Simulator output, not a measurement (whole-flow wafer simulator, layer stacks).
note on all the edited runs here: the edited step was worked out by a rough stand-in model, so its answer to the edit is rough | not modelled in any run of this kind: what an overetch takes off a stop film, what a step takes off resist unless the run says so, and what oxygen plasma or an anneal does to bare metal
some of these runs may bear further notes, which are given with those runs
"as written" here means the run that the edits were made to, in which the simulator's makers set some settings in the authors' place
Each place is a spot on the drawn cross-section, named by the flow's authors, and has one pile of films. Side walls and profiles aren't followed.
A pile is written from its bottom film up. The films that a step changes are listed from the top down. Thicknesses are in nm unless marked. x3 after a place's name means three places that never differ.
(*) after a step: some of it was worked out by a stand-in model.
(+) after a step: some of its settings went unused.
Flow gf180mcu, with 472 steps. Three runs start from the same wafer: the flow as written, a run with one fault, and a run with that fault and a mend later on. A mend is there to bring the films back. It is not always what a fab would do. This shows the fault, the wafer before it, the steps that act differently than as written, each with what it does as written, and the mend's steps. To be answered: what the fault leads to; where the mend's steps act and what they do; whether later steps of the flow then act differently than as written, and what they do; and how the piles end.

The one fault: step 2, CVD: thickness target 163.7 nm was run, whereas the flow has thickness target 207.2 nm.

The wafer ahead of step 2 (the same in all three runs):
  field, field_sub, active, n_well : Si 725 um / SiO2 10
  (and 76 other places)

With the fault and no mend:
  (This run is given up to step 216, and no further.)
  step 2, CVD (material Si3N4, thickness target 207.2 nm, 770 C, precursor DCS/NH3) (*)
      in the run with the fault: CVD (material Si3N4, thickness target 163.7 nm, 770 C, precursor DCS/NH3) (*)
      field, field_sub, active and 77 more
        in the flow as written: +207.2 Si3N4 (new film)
        in the run with the fault: +163.7 Si3N4 (new film)
  Later steps of the flow acting differently than as written (29 more steps, not shown, differ only slightly: by at most 2% or 0.5 nm, whichever is larger):
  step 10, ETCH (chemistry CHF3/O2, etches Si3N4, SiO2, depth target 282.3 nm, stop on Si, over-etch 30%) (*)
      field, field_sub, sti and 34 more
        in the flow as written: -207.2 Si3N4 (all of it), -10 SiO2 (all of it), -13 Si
        in the run with the fault: -163.7 Si3N4 (all of it), -10 SiO2 (all of it), -21.7 Si
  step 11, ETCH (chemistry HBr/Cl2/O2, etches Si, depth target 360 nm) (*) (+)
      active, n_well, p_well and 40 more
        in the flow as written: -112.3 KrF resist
        in the run with the fault: -109.4 KrF resist
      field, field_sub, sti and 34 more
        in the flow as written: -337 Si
        in the run with the fault: -328.3 Si
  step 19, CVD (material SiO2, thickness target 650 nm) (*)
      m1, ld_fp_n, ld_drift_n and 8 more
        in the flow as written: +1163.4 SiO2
        in the run with the fault: +1119.9 SiO2
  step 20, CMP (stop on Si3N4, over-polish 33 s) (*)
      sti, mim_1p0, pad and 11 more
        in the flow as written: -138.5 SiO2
        in the run with the fault: -182 SiO2
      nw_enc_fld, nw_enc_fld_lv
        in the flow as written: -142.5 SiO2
        in the run with the fault: -186 SiO2
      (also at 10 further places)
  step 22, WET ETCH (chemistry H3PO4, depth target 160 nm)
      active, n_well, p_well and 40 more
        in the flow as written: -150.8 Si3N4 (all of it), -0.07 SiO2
        in the run with the fault: -107.3 Si3N4 (all of it), -0.41 SiO2
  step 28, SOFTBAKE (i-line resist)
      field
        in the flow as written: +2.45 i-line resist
        in the run with the fault: -0.67 i-line resist
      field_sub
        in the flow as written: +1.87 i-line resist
        in the run with the fault: -0.54 i-line resist
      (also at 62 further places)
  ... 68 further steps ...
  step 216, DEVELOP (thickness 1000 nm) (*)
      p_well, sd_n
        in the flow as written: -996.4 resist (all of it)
        in the run with the fault: -953.4 resist (all of it)
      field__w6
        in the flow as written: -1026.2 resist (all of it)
        in the run with the fault: -1077.6 resist (all of it)
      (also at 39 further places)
  Once step 216 is done, the piles at field, field__w1, field__w2 and 68 more depart from the flow's by more than 2% or 0.5 nm, whichever is larger.
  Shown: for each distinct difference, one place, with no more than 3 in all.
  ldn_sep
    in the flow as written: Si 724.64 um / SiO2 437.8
    in the run with the fault: Si 724.64 um / SiO2 394.6
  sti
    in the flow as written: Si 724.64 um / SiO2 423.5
    in the run with the fault: Si 724.64 um / SiO2 380.3
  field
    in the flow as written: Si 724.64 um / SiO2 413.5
    in the run with the fault: Si 724.64 um / SiO2 370.3

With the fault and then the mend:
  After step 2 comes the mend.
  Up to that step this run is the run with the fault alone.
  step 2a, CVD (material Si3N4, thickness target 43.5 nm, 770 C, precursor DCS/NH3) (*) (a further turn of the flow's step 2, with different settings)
      field, field_sub, active and 77 more
        +43.5 Si3N4
  Later steps of the flow that are run all act as written at every place that is followed.
  At every place that both follow, the piles at the end match the flow's.
